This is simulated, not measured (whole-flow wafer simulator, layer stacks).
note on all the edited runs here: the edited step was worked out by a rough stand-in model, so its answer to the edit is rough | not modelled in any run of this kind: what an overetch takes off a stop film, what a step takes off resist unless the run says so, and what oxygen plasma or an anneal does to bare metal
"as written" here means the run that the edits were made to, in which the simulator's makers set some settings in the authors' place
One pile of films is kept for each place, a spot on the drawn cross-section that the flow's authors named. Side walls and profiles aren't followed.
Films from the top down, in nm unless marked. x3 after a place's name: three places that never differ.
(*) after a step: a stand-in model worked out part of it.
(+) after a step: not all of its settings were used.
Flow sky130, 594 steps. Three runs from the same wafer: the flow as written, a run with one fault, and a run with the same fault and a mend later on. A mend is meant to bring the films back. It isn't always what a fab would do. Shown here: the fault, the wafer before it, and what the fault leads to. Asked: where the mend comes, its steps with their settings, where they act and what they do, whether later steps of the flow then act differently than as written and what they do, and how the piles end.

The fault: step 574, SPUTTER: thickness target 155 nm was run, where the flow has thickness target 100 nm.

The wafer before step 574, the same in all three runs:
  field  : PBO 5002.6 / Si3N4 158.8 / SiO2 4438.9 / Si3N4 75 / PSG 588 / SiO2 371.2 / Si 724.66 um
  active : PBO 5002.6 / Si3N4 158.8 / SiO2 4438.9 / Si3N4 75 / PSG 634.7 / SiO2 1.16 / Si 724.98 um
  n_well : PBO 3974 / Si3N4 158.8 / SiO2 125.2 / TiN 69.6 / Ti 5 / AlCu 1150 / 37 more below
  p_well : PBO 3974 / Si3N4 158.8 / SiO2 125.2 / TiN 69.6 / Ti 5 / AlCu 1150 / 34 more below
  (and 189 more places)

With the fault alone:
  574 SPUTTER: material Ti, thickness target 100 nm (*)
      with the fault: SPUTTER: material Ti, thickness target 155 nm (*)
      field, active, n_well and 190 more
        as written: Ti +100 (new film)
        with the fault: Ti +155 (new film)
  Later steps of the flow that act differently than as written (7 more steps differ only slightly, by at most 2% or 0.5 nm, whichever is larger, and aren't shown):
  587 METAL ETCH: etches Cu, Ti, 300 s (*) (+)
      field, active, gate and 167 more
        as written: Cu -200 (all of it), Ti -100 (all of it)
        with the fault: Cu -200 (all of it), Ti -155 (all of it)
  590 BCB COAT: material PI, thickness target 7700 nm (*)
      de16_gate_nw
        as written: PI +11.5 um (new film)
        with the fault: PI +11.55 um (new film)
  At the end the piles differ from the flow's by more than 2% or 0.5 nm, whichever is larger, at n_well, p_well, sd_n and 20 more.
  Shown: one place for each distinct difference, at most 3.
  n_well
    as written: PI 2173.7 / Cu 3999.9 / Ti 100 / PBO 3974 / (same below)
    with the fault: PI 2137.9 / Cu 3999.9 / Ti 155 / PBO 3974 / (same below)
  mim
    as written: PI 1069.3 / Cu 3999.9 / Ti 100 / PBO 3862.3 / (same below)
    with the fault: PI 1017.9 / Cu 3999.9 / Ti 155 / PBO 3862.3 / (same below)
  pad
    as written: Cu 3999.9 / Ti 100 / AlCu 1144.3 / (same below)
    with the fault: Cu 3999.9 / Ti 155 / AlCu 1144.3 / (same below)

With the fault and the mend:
  The mend comes after step 574.
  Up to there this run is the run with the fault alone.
  574a ETCH: chemistry CF4/O2, etches Si3N4, SiO2, TiN, Ti, depth target 55 nm (the flow's step 554 once more, with other settings)
      field, active, n_well and 190 more
        Ti -55
  No later step of the flow acts differently than as written, at any place that is followed, by more than 2% or 0.5 nm, whichever is larger.
  At the end the piles are the same as the flow's at every place that both follow.
